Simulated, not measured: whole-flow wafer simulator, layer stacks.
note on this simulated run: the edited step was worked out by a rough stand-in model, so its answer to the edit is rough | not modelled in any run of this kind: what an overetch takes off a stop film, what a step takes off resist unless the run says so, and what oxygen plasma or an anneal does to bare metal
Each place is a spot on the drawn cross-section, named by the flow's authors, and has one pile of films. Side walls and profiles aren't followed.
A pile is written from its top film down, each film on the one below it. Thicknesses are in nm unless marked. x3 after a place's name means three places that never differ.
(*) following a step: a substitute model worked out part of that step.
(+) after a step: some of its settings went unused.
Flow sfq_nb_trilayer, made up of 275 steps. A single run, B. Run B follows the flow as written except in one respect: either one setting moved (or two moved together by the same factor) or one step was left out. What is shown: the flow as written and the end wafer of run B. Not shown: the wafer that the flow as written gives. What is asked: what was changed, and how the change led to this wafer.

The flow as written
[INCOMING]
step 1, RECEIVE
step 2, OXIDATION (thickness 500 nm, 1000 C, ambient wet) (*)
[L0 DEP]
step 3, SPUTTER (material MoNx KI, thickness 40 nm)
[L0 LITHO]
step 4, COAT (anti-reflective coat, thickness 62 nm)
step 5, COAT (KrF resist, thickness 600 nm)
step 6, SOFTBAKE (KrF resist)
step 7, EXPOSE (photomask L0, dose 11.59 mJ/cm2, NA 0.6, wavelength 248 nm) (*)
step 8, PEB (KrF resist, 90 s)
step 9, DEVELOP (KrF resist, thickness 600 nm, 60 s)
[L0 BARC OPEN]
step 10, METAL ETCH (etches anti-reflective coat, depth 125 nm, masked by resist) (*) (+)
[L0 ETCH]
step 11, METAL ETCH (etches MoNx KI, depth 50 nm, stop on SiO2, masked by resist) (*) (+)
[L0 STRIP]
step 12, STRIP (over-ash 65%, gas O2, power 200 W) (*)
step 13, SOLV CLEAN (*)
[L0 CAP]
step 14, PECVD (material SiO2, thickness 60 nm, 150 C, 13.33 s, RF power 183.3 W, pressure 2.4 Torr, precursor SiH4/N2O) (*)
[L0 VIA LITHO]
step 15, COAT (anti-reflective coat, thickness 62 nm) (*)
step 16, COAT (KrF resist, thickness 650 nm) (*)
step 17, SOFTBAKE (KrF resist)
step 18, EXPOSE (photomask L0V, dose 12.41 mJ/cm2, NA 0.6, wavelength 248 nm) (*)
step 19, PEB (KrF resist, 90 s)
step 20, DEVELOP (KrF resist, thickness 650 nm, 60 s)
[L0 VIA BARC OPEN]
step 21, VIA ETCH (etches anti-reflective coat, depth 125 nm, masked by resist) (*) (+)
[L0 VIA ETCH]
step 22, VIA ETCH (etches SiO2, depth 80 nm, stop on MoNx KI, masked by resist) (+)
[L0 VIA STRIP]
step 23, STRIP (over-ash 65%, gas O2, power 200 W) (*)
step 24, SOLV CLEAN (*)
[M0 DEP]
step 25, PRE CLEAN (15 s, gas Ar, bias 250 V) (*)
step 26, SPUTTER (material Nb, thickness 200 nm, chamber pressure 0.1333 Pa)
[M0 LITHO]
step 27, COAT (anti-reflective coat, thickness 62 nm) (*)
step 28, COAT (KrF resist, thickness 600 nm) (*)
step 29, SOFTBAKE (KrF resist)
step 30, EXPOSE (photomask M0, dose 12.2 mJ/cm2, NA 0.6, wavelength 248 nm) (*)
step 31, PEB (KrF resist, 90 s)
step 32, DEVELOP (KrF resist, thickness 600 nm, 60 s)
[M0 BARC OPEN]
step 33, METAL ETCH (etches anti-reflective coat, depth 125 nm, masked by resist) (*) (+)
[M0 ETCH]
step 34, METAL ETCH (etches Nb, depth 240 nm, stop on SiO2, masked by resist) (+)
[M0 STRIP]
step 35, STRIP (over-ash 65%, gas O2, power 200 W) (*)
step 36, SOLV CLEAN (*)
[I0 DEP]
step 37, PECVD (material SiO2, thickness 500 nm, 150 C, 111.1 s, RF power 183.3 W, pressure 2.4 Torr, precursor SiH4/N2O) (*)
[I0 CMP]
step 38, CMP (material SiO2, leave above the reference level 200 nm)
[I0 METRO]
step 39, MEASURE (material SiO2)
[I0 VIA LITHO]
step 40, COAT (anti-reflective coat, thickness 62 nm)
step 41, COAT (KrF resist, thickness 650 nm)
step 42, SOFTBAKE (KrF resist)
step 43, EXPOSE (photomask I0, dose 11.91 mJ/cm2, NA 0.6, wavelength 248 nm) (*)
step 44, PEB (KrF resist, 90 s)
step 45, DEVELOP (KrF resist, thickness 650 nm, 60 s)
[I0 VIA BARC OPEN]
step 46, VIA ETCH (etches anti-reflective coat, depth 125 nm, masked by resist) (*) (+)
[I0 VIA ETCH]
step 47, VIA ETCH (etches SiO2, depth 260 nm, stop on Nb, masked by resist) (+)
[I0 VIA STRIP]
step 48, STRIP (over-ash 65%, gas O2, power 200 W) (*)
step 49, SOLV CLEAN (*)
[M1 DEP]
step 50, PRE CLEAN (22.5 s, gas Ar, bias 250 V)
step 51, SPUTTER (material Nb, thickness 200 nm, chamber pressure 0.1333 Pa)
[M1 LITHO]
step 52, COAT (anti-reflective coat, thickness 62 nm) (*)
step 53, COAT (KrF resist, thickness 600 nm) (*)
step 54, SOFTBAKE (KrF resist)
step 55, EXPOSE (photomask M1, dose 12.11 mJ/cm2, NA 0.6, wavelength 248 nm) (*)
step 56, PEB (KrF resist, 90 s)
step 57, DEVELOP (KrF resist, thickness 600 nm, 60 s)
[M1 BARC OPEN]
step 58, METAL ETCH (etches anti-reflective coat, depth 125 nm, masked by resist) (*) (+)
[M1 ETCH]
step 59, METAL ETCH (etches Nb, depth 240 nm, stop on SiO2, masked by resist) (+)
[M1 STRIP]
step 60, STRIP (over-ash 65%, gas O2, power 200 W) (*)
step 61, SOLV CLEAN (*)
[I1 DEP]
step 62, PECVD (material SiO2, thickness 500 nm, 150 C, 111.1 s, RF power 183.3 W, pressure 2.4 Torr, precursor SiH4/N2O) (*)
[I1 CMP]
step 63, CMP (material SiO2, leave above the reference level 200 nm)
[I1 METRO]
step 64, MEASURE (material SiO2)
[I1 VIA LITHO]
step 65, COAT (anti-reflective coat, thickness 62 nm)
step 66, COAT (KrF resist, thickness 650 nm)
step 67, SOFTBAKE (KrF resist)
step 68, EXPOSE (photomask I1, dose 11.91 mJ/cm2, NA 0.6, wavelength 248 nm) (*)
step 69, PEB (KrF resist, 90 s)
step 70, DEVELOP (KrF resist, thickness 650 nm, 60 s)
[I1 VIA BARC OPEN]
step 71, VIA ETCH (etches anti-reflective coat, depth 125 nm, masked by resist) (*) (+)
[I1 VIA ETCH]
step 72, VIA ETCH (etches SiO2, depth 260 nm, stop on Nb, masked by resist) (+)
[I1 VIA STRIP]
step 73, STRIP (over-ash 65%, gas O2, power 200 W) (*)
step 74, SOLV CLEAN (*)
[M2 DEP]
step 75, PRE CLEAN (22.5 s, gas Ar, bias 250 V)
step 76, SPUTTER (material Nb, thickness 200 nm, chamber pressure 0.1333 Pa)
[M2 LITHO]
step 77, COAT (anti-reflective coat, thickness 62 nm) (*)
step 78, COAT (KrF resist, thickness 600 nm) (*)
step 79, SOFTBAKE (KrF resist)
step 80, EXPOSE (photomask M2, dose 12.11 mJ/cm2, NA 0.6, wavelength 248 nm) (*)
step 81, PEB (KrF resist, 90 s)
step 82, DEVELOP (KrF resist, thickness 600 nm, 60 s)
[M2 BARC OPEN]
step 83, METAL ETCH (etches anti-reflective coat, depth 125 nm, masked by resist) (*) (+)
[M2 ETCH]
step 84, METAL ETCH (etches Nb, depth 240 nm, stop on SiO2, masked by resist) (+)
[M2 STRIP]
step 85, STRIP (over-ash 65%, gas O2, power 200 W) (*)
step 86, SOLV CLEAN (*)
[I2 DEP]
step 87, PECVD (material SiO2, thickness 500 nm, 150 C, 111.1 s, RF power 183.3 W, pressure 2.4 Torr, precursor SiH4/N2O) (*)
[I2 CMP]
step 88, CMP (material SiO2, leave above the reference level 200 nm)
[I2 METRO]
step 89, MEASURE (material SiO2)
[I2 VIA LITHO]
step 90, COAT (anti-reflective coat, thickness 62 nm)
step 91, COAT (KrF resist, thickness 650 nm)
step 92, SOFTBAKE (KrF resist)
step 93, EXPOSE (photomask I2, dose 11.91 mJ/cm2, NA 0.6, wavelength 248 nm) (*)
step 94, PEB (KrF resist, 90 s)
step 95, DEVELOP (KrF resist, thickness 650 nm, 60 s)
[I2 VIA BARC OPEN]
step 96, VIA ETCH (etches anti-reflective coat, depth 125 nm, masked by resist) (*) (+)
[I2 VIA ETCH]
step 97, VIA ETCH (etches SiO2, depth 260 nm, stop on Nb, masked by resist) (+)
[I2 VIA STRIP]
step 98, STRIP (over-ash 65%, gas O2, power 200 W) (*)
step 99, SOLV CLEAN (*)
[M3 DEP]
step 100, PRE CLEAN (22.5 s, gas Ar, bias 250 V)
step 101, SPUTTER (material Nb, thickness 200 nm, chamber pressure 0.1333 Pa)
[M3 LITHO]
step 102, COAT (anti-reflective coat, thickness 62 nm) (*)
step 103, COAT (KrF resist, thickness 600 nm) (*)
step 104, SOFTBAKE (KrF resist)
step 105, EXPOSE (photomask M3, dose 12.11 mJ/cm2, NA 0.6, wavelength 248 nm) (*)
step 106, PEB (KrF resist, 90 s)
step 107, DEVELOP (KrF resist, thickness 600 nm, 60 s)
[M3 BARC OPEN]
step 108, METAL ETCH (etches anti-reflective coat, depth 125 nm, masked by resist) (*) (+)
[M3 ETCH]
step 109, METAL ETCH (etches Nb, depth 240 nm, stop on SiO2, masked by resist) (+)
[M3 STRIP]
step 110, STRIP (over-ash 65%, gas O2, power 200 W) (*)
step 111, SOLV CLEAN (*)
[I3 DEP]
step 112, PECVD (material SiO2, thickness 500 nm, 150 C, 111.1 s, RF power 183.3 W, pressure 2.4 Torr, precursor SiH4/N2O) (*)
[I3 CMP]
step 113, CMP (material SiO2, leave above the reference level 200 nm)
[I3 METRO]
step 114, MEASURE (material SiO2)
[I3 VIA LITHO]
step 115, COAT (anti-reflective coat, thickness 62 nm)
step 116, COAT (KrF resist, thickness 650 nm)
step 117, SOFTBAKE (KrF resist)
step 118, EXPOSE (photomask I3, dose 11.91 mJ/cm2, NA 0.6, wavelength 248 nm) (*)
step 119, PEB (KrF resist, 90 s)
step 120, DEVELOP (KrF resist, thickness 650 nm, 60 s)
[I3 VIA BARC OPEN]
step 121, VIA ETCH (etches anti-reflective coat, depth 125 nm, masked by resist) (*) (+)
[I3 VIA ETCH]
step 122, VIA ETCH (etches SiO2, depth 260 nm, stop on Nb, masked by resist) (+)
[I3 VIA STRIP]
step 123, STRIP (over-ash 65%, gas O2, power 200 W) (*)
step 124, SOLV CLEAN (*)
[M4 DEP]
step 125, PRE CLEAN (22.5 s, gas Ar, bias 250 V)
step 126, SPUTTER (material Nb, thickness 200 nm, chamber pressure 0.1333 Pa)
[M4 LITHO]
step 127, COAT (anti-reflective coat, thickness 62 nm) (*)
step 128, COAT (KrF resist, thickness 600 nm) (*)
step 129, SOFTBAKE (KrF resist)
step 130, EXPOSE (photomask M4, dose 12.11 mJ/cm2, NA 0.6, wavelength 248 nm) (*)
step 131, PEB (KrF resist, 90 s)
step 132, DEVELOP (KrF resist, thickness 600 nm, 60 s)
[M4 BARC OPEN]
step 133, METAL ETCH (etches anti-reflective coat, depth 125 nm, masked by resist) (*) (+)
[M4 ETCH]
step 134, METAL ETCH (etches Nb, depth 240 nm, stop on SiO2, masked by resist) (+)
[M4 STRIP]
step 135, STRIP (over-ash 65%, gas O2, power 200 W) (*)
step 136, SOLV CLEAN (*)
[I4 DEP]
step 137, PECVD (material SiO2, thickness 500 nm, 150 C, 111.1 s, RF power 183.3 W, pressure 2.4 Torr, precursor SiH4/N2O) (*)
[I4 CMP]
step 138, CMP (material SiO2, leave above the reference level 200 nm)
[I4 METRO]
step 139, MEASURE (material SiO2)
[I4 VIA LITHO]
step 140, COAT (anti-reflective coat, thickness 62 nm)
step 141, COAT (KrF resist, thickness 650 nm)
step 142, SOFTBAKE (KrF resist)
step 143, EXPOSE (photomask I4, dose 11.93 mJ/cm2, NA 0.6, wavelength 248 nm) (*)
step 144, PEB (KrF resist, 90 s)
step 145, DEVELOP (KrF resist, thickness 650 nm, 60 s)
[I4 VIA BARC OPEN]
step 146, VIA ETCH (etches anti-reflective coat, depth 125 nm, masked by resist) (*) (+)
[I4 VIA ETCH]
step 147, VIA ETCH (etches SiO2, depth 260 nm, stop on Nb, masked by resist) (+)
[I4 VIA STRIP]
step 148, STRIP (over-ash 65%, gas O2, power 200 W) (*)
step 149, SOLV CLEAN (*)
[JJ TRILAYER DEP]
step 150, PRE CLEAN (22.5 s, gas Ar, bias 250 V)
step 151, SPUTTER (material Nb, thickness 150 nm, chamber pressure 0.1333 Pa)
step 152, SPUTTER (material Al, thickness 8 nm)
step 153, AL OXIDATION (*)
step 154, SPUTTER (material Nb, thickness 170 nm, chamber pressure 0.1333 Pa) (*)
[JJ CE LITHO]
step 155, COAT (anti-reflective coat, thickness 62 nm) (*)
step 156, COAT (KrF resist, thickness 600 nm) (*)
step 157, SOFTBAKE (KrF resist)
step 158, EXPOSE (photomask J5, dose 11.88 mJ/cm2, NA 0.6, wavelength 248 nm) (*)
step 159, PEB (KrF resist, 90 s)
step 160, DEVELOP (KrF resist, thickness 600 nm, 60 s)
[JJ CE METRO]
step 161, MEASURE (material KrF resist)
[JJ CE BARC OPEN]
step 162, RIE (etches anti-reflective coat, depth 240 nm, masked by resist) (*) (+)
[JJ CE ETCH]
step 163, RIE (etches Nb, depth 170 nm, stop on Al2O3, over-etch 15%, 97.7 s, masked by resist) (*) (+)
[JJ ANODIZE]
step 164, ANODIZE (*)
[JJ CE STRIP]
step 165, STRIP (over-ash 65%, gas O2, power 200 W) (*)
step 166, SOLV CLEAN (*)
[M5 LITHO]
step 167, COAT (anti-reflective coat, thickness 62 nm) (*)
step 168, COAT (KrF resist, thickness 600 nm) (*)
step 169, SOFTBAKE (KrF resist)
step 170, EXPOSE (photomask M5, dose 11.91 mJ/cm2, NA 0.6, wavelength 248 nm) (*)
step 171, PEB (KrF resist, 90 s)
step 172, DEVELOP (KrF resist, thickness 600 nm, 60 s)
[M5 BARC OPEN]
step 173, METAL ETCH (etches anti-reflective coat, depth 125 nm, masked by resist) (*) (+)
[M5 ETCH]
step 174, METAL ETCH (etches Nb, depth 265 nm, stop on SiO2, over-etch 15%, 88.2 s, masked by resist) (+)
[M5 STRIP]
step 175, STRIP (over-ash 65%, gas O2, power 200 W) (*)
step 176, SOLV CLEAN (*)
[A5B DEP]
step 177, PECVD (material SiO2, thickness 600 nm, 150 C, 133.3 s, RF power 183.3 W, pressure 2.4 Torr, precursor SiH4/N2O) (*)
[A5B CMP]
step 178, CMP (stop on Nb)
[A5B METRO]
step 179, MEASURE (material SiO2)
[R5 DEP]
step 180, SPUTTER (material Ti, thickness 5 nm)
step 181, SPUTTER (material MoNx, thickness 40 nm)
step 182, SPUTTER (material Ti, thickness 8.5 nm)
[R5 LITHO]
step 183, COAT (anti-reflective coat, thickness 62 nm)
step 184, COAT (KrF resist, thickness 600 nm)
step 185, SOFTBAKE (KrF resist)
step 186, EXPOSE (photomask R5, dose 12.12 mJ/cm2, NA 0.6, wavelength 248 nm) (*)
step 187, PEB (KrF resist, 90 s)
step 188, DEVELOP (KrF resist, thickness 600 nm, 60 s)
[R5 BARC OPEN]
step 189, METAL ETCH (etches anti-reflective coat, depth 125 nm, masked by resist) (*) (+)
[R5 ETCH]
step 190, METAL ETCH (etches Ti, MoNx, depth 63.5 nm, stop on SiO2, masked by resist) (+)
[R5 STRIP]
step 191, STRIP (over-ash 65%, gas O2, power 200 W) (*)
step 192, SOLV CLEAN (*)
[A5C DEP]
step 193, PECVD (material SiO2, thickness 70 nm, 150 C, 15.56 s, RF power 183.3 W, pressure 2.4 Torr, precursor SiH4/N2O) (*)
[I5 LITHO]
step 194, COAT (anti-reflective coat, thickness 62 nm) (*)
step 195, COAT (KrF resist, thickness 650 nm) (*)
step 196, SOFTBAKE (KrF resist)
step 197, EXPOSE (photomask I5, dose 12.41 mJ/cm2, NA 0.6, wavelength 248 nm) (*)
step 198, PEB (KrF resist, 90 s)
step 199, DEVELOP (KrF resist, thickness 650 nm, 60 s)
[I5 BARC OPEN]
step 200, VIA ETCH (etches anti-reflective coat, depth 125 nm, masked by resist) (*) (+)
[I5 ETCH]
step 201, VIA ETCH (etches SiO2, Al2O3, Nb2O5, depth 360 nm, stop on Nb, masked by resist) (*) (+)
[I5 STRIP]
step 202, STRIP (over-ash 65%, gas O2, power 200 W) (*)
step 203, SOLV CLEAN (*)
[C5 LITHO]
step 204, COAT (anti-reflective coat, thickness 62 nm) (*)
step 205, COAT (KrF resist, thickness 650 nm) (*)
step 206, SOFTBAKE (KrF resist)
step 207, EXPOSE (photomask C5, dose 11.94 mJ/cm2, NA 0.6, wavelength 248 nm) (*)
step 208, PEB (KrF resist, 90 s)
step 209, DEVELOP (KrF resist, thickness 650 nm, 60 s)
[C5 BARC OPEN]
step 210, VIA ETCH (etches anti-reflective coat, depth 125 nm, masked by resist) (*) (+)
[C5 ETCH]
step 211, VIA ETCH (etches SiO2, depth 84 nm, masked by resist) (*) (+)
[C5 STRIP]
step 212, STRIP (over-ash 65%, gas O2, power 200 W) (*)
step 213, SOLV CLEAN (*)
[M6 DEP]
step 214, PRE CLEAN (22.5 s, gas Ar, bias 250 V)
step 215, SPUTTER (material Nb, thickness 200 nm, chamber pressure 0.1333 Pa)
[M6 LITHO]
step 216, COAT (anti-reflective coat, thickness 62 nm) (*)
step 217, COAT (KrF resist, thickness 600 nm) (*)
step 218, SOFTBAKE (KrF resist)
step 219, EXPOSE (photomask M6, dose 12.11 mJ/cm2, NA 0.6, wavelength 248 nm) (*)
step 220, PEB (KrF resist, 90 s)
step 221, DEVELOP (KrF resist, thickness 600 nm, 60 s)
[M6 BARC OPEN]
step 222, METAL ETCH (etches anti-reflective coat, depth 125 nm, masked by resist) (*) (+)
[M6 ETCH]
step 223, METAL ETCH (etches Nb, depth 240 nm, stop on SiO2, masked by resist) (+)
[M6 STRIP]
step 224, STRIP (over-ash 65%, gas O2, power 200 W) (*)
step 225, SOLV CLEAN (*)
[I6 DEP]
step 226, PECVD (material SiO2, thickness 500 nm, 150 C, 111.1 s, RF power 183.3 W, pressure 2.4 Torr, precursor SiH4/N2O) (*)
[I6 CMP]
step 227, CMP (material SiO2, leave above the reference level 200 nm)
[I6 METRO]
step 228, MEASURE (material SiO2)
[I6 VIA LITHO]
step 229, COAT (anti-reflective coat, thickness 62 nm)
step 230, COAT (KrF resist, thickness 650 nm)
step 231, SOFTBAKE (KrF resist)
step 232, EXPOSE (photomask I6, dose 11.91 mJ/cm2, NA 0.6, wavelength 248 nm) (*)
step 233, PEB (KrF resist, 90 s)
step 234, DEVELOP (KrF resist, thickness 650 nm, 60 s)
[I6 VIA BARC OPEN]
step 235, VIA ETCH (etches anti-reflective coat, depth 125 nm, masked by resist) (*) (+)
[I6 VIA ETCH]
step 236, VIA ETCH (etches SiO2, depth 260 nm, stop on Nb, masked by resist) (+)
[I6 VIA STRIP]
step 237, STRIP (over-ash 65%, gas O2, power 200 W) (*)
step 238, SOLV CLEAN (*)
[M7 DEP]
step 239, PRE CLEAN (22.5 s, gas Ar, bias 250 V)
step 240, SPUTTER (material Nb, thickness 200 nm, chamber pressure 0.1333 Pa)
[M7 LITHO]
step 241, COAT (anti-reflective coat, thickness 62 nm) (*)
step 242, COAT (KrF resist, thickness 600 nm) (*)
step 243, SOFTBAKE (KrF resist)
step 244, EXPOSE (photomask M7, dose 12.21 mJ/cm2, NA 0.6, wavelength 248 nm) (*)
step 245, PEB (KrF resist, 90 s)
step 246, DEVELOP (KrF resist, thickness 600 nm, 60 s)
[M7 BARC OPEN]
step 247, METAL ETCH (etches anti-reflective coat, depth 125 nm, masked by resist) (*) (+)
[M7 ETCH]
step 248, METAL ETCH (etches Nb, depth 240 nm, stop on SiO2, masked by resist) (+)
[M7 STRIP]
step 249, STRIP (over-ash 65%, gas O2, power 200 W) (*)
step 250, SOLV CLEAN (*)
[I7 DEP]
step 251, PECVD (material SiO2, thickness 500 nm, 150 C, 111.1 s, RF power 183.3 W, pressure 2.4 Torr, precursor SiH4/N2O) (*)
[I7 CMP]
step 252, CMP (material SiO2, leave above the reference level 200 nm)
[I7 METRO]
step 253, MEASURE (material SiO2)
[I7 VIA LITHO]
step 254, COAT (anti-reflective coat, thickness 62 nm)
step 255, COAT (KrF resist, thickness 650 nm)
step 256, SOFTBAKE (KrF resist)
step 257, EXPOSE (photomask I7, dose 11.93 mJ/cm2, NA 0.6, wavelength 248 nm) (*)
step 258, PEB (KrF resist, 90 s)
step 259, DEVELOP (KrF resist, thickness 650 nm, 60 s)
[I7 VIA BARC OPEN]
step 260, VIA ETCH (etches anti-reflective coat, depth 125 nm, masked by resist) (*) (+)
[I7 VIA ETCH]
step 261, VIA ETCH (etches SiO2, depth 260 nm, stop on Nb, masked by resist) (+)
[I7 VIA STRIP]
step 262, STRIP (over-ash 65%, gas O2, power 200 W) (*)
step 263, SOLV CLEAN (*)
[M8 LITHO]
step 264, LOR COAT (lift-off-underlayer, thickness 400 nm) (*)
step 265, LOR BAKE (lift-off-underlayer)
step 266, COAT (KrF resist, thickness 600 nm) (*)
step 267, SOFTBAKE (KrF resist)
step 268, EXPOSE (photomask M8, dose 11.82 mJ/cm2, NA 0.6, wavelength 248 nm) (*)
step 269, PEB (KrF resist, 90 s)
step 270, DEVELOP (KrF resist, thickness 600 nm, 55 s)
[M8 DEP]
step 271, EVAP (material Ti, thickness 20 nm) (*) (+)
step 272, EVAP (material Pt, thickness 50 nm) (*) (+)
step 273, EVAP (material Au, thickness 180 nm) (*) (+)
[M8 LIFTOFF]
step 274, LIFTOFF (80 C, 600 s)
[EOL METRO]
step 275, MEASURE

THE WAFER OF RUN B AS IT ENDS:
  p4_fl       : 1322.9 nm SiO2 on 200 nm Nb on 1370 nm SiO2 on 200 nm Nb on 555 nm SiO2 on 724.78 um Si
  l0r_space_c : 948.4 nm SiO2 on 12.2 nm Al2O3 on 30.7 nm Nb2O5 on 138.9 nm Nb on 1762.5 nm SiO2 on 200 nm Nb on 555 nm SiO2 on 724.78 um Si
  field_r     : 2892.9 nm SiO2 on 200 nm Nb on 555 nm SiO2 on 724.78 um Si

What caused this: step 154, SPUTTER: thickness 117 nm was run, though the flow has thickness 170 nm.

Step by step, how the change led to this:
  step 154, SPUTTER (material Nb, thickness 170 nm, chamber pressure 0.1333 Pa) (*)
      field_l, v_sur, via_sp and 100 more: Nb gains 117 (new film) (in the flow as written it would be: Nb gains 170 (new film))
      via_wl, via_wr: Nb gains 96.7 (new film) (in the flow as written it would be: Nb gains 140.7 (new film))
      (as well as at 1 more place)
  step 155, COAT (anti-reflective coat, thickness 62 nm) (*)
      via_wl, via_wr: anti-reflective coat gains 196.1 (new film) (in the flow as written it would be: anti-reflective coat gains 209.4 (new film))
      via_w: anti-reflective coat gains 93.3 (new film) (in the flow as written it would be: anti-reflective coat gains 97.4 (new film))
  step 162, RIE (etches anti-reflective coat, depth 240 nm, masked by resist) (*) (+)
      ce_l, c5j, ce_r, wl_jj: KrF resist loses 196.1 (in the flow as written it would be: KrF resist loses 209.4)
      via_wl, via_wr: anti-reflective coat loses 196.1 (all of it) (in the flow as written it would be: anti-reflective coat loses 209.4 (all of it))
      (as well as at 1 more place)
  step 163, RIE (etches Nb, depth 170 nm, stop on Al2O3, over-etch 15%, 97.7 s, masked by resist) (*) (+)
      field_l, v_sur, via_sp and 96 more: Nb loses 117 (all of it), Al2O3 loses 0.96 (all of it) (in the flow as written it would be: Nb loses 170 (all of it), Al2O3 loses 0.51)
      via_wl, via_wr: Nb loses 96.7 (all of it), Al2O3 loses 0.96 (all of it) (in the flow as written it would be: Nb loses 140.7 (all of it), Al2O3 loses 0.96 (all of it))
      (as well as at 1 more place)
  step 164, ANODIZE (*)
      field_l, v_sur, via_sp and 96 more: Al2O3 gains 12.2 (new film), Nb2O5 gains 30.7 (new film), Al loses 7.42 (all of it), Nb loses 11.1 (in the flow as written it would be: Al2O3 gains 12.2, Nb2O5 gains 29.9 (new film), Al loses 7.42 (all of it), Nb loses 10.8)
  step 165, STRIP (over-ash 65%, gas O2, power 200 W) (*)
      ce_l: KrF resist loses 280 (all of it), anti-reflective coat loses 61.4 (all of it) (in the flow as written it would be: KrF resist loses 266.8 (all of it), anti-reflective coat loses 61.4 (all of it))
      c5j: KrF resist loses 280.1 (all of it), anti-reflective coat loses 61.5 (all of it) (in the flow as written it would be: KrF resist loses 266.9 (all of it), anti-reflective coat loses 61.5 (all of it))
      (as well as at 2 more places)
  step 167, COAT (anti-reflective coat, thickness 62 nm) (*)
      wl_j_sl, wl_j_sr: anti-reflective coat gains 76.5 (new film) (in the flow as written it would be: anti-reflective coat gains 83.3 (new film))
      gap: anti-reflective coat gains 60.5 (new film) (in the flow as written it would be: anti-reflective coat gains 58.9 (new film))
      (as well as at 8 more places)
  step 168, COAT (KrF resist, thickness 600 nm) (*)
      ce_l: KrF resist gains 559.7 (new film) (in the flow as written it would be: KrF resist gains 528.3 (new film))
      c5j: KrF resist gains 541.5 (new film) (in the flow as written it would be: KrF resist gains 507.6 (new film))
      (as well as at 2 more places)
  step 173, METAL ETCH (etches anti-reflective coat, depth 125 nm, masked by resist) (*) (+)
      wl_a_sl: anti-reflective coat loses 61.3 (all of it) (in the flow as written it would be: anti-reflective coat loses 59.7 (all of it), Al2O3 loses 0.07)
  step 174, METAL ETCH (etches Nb, depth 265 nm, stop on SiO2, over-etch 15%, 88.2 s, masked by resist) (+)
      field_l, r_sur, res and 50 more: Al2O3 loses 12.2 (all of it), Nb2O5 loses 30.7 (all of it), Nb loses 138.9 (all of it), SiO2 loses 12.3 (in the flow as written it would be: Al2O3 loses 12.6 (all of it), Nb2O5 loses 29.9 (all of it), Nb loses 139.2 (all of it), SiO2 loses 12.3)
  step 175, STRIP (over-ash 65%, gas O2, power 200 W) (*)
      wl_j_sl, wl_j_sr: KrF resist loses 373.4 (all of it), anti-reflective coat loses 76.5 (all of it) (in the flow as written it would be: KrF resist loses 378 (all of it), anti-reflective coat loses 83.3 (all of it))
      gap: KrF resist loses 377.2 (all of it), anti-reflective coat loses 60.5 (all of it) (in the flow as written it would be: KrF resist loses 383.4 (all of it), anti-reflective coat loses 58.9 (all of it))
      (as well as at 7 more places)
  step 178, CMP (stop on Nb)
      v_sur, via_sp, via_v and 43 more: SiO2 loses 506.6 (in the flow as written it would be: SiO2 loses 453.5)
      field_l, p4_fl, p4_fm and 39 more: SiO2 loses 312.3 (in the flow as written it would be: SiO2 loses 259.3)
      (as well as at 14 more places)
  step 201, VIA ETCH (etches SiO2, Al2O3, Nb2O5, depth 360 nm, stop on Nb, masked by resist) (*) (+)
      be: SiO2 loses 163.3 (all of it), Al2O3 loses 12.2 (all of it), Nb2O5 loses 30.7 (all of it) (in the flow as written it would be: SiO2 loses 216.4 (all of it), Al2O3 loses 12.7 (all of it), Nb2O5 loses 29.9 (all of it))
  step 204, COAT (anti-reflective coat, thickness 62 nm) (*)
      wire: anti-reflective coat gains 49 (new film) (in the flow as written it would be: anti-reflective coat gains 47.4 (new film))
      be: anti-reflective coat gains 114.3 (new film) (in the flow as written it would be: anti-reflective coat gains 122.2 (new film))
      (as well as at 1 more place)
  step 205, COAT (KrF resist, thickness 650 nm) (*)
      be: KrF resist gains 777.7 (new film) (in the flow as written it would be: KrF resist gains 815.3 (new film))
  step 212, STRIP (over-ash 65%, gas O2, power 200 W) (*)
      wire: KrF resist loses 558.7 (all of it), anti-reflective coat loses 49 (all of it) (in the flow as written it would be: KrF resist loses 555.8 (all of it), anti-reflective coat loses 47.4 (all of it))
      be: KrF resist loses 690.5 (all of it), anti-reflective coat loses 114.3 (all of it) (in the flow as written it would be: KrF resist loses 728.2 (all of it), anti-reflective coat loses 122.2 (all of it))
      (as well as at 1 more place)
  ... 4 other steps ...
  step 226, PECVD (material SiO2, thickness 500 nm, 150 C, 111.1 s, RF power 183.3 W, pressure 2.4 Torr, precursor SiH4/N2O) (*)
      be: SiO2 gains 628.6 (new film) (in the flow as written it would be: SiO2 gains 693.5 (new film))
